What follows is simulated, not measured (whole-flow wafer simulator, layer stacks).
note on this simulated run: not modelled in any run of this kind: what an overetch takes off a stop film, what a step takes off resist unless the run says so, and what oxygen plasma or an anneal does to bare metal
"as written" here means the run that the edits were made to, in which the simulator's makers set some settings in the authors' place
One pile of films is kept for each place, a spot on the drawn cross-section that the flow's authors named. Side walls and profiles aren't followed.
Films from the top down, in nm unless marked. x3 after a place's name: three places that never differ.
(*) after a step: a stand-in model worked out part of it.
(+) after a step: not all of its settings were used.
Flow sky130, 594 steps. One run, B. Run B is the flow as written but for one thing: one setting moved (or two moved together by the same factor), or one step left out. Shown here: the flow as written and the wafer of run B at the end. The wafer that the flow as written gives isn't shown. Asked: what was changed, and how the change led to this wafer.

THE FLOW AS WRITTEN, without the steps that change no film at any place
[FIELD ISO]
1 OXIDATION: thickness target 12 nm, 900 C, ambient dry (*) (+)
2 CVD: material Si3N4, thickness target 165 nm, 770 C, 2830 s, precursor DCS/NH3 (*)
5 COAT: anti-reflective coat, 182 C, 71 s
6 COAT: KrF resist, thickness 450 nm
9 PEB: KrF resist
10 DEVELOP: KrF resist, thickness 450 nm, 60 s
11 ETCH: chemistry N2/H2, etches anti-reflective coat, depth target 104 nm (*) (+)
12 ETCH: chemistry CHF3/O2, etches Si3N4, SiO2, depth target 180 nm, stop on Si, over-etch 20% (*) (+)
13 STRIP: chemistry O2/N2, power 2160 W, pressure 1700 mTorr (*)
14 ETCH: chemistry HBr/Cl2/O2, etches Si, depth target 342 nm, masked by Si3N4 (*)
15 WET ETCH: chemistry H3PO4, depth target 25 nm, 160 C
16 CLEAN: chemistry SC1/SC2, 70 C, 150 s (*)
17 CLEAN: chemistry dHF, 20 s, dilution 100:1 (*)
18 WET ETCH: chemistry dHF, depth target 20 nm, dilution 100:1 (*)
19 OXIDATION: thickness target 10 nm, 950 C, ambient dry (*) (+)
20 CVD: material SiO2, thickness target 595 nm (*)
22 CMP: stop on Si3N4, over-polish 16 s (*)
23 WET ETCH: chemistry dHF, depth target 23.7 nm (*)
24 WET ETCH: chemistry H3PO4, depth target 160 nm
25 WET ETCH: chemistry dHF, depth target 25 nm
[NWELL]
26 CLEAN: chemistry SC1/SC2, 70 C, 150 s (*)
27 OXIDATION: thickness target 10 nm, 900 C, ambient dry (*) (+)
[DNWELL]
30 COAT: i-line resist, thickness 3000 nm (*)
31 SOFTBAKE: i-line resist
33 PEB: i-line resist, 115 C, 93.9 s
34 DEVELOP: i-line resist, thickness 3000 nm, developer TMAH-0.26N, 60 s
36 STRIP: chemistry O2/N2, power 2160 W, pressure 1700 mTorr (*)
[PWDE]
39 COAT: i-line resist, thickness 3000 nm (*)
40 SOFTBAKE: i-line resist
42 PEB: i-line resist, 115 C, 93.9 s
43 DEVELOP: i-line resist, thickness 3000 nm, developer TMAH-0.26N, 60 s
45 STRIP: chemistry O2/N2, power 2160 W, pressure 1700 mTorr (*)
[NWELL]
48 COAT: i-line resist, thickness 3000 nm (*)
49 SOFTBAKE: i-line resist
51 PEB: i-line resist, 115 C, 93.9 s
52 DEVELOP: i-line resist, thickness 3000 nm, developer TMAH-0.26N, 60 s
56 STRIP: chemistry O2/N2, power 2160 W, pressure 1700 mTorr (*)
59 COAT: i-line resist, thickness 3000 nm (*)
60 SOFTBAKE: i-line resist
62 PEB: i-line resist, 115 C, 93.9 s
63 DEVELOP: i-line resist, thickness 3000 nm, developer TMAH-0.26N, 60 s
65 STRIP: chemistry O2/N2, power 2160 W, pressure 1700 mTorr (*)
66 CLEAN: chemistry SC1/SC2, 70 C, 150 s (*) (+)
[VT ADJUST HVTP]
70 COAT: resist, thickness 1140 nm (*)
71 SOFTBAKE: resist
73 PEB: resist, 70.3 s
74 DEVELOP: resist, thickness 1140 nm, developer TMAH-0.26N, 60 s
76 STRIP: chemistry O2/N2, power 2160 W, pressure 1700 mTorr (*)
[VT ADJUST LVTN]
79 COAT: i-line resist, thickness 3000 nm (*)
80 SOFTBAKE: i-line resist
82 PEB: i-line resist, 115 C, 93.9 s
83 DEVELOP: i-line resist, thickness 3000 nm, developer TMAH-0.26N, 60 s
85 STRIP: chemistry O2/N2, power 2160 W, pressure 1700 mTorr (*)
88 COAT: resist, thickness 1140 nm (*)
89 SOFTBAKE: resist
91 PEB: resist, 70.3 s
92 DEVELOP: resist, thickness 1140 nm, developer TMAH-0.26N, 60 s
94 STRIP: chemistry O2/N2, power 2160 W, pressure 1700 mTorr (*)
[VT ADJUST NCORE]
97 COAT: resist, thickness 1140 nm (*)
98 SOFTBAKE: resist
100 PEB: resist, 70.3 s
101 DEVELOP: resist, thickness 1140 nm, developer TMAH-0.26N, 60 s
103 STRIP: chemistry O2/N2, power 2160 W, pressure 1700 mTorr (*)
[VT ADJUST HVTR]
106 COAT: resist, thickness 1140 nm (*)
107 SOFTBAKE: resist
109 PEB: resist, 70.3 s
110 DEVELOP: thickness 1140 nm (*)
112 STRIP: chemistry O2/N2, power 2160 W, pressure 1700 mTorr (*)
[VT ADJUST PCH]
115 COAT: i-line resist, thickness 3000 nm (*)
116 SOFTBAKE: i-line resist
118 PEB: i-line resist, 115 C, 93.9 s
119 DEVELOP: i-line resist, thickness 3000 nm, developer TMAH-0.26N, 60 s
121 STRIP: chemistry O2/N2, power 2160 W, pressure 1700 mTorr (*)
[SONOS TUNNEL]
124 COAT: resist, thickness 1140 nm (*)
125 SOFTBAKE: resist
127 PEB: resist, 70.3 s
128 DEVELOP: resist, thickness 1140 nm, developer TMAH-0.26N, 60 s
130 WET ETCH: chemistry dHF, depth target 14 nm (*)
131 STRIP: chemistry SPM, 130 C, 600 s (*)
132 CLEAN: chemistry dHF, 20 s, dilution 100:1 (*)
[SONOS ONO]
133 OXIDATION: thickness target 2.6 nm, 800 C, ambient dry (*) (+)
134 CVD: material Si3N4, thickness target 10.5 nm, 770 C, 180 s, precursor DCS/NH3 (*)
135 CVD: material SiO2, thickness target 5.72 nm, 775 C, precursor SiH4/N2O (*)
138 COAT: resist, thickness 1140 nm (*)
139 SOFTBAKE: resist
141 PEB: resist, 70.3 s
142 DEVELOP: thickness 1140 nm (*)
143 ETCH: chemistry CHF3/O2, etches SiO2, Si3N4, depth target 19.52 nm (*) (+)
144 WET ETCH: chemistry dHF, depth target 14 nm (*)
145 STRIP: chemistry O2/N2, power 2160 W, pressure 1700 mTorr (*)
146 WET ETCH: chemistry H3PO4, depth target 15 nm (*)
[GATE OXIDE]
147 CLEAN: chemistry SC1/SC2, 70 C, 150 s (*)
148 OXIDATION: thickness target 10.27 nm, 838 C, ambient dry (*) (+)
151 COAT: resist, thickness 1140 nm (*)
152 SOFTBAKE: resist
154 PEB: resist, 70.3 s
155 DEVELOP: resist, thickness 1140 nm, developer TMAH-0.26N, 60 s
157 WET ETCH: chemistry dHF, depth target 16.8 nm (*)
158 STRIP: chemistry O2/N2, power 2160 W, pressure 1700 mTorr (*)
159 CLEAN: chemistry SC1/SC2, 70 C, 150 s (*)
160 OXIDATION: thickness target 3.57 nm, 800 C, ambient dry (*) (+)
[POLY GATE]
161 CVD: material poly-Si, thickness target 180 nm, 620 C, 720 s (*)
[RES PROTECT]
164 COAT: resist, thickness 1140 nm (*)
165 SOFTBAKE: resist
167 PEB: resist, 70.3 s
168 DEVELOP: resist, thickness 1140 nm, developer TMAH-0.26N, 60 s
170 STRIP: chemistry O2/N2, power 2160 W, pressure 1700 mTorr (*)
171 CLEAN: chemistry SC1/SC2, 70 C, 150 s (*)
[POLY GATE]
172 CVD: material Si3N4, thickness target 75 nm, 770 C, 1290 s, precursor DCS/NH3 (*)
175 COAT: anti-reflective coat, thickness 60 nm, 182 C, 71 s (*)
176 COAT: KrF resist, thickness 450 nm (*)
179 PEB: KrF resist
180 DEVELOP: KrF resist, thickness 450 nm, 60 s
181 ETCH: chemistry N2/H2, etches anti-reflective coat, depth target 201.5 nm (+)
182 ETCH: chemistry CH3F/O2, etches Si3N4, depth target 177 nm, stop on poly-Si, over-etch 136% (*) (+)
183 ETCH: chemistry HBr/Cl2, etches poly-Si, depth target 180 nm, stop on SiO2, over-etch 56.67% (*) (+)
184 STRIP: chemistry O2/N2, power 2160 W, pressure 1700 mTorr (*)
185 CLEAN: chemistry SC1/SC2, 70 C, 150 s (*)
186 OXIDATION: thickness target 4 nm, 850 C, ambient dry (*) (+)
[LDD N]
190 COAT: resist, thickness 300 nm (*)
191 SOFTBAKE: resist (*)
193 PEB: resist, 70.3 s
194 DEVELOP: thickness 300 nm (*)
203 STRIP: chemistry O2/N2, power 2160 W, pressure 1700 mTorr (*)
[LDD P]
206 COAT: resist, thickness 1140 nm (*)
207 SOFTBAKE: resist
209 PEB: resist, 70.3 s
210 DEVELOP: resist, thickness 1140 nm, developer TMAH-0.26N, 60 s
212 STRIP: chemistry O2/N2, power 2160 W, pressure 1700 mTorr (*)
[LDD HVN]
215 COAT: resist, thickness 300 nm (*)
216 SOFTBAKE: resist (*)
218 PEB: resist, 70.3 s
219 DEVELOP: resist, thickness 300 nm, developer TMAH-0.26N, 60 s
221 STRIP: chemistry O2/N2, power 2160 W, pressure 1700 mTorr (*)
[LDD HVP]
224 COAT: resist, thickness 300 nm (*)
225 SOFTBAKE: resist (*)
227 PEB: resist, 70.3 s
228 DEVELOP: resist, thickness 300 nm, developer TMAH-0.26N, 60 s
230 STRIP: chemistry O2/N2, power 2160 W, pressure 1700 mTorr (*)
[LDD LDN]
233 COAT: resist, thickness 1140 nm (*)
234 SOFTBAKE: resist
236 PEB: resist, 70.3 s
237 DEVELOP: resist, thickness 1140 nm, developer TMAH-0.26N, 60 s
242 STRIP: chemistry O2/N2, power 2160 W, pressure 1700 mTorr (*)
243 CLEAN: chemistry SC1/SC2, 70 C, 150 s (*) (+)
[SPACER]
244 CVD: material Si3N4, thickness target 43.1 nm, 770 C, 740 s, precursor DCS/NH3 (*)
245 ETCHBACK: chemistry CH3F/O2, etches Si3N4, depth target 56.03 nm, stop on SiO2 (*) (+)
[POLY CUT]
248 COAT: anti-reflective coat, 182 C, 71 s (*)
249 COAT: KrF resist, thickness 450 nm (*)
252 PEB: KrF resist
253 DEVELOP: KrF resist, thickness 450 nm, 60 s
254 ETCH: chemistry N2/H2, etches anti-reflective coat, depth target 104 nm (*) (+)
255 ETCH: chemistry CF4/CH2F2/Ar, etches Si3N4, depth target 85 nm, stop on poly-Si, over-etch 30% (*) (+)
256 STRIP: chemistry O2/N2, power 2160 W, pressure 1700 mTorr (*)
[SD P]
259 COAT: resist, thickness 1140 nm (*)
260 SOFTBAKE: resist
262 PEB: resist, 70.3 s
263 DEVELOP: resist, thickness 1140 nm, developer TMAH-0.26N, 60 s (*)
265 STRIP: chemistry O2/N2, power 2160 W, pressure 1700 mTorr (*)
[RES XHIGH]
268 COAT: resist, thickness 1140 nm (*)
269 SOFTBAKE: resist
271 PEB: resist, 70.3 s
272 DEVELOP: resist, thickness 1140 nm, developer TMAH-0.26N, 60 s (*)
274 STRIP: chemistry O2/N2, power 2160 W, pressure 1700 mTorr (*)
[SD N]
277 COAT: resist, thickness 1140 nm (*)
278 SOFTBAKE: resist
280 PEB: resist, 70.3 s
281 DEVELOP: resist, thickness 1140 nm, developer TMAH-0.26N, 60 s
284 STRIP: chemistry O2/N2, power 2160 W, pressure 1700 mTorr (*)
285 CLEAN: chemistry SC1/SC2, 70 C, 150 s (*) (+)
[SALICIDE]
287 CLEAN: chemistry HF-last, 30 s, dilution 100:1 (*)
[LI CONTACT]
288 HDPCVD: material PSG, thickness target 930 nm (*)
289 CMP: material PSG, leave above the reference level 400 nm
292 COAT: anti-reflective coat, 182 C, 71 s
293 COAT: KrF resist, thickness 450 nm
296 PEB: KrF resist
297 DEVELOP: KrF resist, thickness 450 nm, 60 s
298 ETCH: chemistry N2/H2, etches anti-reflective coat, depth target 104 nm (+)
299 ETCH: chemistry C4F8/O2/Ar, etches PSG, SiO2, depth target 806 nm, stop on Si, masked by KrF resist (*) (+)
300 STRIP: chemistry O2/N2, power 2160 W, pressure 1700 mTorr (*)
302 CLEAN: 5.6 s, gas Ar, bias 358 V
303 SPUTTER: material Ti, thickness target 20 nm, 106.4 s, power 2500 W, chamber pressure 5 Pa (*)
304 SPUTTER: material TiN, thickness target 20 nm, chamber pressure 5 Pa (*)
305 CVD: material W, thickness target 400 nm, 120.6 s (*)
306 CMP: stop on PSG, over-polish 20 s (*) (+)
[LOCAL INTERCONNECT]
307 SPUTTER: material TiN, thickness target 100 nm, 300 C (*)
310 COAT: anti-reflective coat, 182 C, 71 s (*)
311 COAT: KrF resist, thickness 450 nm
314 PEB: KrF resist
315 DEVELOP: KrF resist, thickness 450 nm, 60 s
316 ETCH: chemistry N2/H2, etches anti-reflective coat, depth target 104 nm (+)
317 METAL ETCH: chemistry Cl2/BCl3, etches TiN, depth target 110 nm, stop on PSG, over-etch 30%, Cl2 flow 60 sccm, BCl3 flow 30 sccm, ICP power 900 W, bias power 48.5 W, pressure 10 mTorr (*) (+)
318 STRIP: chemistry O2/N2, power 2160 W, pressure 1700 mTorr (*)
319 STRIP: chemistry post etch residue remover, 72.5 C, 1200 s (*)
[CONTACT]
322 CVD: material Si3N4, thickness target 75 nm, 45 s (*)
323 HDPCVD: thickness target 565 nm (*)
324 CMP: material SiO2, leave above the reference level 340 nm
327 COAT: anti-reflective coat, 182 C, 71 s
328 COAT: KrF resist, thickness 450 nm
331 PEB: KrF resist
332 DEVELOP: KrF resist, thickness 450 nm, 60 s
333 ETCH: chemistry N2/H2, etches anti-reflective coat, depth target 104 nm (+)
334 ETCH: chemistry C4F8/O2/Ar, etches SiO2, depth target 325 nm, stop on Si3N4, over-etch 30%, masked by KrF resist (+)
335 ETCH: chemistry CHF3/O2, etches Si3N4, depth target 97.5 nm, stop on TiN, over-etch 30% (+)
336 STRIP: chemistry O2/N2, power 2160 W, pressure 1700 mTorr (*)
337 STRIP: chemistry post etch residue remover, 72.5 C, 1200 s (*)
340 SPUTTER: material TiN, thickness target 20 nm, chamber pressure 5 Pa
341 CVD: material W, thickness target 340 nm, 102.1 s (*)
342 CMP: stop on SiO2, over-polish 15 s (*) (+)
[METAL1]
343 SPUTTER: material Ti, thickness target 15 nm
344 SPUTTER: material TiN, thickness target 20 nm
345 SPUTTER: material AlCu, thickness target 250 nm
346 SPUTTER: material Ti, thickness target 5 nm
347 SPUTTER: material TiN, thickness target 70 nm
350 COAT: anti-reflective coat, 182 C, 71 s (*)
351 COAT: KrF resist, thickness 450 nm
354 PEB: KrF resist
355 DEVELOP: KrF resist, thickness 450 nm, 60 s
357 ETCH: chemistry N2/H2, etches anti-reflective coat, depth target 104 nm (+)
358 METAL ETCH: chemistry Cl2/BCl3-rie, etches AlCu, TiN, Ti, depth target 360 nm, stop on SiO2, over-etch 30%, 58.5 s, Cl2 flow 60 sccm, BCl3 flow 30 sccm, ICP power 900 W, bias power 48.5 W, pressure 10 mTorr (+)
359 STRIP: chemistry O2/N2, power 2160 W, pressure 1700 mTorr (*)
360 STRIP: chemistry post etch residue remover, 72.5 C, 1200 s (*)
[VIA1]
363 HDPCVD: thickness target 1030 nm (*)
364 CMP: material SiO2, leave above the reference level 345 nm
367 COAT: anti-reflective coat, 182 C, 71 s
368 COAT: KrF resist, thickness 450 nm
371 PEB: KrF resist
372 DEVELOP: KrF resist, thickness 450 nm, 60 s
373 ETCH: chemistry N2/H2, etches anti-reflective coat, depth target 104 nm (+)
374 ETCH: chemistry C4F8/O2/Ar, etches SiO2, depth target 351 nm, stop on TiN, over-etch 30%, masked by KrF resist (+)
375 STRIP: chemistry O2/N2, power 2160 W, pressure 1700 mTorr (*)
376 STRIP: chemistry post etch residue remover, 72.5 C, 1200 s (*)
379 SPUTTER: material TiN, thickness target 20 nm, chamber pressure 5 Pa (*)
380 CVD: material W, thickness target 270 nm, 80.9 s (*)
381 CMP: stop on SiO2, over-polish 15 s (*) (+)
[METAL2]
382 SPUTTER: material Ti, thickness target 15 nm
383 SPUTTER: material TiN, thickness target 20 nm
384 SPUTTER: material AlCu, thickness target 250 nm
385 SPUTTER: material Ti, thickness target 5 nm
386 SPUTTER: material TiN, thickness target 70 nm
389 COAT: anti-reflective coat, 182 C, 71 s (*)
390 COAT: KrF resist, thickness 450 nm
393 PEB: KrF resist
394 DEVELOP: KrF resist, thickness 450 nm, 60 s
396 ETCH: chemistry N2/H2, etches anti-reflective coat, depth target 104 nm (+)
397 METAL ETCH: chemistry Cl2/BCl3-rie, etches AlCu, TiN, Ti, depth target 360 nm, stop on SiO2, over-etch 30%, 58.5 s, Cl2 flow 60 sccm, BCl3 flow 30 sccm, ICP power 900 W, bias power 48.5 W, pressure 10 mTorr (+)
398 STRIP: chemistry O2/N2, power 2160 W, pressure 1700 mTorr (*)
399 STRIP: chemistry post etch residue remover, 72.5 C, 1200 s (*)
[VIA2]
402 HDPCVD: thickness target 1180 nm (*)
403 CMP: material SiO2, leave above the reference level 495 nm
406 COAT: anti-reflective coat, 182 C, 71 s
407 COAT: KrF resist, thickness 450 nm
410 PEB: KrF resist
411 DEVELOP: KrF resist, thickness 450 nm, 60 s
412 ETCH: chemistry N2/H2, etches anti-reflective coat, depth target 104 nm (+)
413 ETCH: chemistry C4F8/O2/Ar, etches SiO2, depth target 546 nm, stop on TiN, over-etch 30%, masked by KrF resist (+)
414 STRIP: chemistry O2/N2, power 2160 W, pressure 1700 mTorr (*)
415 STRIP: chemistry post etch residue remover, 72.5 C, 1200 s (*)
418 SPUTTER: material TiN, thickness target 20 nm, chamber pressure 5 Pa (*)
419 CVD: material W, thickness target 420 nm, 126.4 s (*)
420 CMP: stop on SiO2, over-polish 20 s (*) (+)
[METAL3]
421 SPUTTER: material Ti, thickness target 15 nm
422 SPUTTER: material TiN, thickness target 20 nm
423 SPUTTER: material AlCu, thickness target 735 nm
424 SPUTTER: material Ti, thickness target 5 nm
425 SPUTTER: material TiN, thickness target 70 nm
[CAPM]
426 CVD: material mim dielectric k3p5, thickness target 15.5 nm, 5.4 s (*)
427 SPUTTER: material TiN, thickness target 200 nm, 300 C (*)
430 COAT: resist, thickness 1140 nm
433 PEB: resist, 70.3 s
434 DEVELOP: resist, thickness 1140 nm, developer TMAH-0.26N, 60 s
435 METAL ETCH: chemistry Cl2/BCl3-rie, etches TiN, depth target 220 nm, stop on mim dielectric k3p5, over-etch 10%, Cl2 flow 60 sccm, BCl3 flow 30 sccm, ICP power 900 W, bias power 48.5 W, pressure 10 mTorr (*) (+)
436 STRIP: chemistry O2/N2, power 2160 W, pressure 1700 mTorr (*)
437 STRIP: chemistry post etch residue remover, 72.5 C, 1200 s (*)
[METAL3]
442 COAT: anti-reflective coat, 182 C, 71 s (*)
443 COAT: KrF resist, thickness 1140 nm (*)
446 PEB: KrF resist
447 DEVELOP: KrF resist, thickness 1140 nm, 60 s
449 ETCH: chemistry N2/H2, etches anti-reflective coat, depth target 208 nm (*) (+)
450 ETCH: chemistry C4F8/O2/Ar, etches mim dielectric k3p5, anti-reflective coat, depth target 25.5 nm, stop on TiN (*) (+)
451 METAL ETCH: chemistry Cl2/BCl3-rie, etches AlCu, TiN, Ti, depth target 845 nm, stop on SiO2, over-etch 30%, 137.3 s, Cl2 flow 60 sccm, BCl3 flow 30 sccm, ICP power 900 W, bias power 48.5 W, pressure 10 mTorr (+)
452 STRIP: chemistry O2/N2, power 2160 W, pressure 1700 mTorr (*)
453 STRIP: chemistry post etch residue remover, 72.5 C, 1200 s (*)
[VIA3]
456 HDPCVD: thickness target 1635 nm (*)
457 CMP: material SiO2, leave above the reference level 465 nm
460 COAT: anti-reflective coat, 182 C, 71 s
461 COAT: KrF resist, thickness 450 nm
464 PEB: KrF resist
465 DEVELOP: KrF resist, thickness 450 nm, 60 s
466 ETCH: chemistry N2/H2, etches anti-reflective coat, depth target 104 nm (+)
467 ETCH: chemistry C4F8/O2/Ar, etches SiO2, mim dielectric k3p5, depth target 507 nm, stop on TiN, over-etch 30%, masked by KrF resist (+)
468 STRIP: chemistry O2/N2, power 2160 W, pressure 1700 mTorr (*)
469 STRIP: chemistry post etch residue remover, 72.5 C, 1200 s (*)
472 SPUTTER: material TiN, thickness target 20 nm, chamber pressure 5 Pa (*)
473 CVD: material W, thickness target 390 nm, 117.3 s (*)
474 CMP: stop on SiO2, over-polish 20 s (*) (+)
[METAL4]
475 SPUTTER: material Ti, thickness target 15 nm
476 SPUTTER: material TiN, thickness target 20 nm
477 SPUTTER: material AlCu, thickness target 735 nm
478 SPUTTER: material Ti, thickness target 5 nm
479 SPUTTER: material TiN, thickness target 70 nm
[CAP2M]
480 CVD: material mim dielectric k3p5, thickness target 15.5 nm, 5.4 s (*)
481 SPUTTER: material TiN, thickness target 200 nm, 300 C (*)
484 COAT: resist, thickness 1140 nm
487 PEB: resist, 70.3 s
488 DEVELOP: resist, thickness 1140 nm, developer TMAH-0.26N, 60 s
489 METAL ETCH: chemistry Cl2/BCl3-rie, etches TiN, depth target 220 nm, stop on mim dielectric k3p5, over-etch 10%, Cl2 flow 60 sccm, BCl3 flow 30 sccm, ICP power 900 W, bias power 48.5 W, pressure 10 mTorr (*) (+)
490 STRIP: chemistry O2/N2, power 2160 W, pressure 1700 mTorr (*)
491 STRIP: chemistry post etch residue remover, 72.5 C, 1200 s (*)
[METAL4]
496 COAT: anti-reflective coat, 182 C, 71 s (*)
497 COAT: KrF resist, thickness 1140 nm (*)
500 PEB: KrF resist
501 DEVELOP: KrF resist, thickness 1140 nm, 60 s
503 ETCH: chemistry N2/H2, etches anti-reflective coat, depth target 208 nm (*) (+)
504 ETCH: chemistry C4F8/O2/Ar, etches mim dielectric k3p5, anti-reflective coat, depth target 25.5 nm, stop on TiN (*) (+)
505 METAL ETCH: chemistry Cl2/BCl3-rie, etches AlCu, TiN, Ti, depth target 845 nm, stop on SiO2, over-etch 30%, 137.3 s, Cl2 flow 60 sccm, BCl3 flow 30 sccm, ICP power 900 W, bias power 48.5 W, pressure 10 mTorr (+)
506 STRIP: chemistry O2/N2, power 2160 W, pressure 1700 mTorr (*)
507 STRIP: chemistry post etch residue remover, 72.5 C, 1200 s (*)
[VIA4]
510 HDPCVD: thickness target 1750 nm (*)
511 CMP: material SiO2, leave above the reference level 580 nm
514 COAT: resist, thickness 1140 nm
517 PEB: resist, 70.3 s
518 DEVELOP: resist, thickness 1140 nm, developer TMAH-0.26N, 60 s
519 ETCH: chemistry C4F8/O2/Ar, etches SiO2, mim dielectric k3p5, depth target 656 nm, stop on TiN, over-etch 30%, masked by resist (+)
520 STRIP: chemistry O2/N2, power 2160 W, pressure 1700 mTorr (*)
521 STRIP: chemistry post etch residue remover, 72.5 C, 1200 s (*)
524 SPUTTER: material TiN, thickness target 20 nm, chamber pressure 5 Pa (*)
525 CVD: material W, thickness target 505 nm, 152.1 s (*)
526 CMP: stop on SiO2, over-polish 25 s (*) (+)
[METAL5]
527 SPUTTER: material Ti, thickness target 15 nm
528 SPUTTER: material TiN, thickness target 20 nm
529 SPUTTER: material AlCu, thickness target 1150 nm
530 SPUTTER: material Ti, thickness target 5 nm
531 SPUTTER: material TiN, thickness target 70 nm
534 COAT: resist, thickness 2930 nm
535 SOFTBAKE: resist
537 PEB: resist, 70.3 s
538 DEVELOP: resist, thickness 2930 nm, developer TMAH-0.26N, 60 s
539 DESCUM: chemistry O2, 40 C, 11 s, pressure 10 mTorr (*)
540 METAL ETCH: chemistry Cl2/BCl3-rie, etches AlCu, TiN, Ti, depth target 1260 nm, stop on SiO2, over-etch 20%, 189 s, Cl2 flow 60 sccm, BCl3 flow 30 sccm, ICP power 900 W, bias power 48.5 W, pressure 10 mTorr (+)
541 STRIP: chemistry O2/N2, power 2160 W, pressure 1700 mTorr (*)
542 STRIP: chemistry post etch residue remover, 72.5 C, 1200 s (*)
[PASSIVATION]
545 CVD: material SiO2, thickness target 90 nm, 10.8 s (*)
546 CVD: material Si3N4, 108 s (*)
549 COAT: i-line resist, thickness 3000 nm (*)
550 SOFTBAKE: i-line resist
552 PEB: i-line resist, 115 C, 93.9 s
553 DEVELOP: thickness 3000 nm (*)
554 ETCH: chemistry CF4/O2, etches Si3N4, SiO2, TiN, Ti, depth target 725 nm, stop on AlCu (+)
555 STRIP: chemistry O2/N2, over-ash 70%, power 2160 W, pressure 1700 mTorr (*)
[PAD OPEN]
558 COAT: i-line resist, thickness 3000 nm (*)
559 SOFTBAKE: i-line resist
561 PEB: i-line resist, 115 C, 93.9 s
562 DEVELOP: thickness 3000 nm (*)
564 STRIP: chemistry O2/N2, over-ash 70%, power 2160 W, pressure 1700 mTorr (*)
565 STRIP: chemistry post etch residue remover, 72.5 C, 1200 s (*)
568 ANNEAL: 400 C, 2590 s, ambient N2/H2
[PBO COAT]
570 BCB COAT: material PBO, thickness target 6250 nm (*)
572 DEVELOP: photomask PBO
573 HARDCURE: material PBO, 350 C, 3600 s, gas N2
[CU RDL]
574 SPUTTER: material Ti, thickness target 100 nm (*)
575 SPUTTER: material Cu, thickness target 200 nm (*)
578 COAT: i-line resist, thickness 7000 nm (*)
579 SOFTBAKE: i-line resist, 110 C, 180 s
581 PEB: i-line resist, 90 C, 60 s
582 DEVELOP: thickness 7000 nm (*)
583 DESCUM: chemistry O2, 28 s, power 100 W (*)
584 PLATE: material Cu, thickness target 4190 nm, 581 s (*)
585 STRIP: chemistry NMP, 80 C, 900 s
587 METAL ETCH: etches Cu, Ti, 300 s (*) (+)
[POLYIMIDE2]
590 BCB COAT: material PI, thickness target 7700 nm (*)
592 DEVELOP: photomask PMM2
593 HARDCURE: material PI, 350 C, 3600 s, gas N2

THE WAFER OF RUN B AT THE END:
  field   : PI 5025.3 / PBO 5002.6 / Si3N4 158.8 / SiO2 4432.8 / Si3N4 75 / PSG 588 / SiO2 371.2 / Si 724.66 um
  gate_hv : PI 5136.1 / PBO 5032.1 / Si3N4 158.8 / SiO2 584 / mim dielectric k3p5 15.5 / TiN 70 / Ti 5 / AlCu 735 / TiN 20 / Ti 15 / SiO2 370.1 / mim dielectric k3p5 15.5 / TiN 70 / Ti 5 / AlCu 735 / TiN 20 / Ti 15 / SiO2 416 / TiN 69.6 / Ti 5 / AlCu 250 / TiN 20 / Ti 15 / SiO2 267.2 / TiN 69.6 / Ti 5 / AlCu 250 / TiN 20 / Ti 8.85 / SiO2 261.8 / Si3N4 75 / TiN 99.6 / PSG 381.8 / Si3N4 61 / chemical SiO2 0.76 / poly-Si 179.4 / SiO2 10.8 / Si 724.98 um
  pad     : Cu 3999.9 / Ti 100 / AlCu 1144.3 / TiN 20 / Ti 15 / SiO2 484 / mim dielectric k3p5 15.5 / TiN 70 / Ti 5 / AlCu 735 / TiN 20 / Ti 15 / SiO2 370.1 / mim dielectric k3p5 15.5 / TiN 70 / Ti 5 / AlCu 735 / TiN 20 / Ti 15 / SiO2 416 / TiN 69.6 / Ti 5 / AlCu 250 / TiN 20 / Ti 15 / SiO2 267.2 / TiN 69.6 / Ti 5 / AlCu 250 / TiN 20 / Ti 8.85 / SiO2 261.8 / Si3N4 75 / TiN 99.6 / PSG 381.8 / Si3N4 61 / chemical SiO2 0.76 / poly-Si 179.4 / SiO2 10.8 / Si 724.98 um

The cause: step 343, SPUTTER: thickness target 8.85 nm was run, where the flow has thickness target 15 nm.
It can be read off the wafer: gate_hv has Ti 8.85, and step 343 as written asks for 15 nm.

How the change led to this, step by step:
  343 SPUTTER: material Ti, thickness target 15 nm
      field, active, n_well and 188 more: Ti +8.85 (new film) (as written it would be: Ti +15 (new film))
  358 METAL ETCH: chemistry Cl2/BCl3-rie, etches AlCu, TiN, Ti, depth target 360 nm, stop on SiO2, over-etch 30%, 58.5 s, Cl2 flow 60 sccm, BCl3 flow 30 sccm, ICP power 900 W, bias power 48.5 W, pressure 10 mTorr (+)
      field, active, gate and 81 more: TiN -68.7 (all of it), Ti -5 (all of it), AlCu -250 (all of it), TiN -20 (all of it), Ti -8.85 (all of it), SiO2 -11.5 (as written it would be: TiN -68.7 (all of it), Ti -5 (all of it), AlCu -250 (all of it), TiN -20 (all of it), Ti -15 (all of it), SiO2 -10.9)
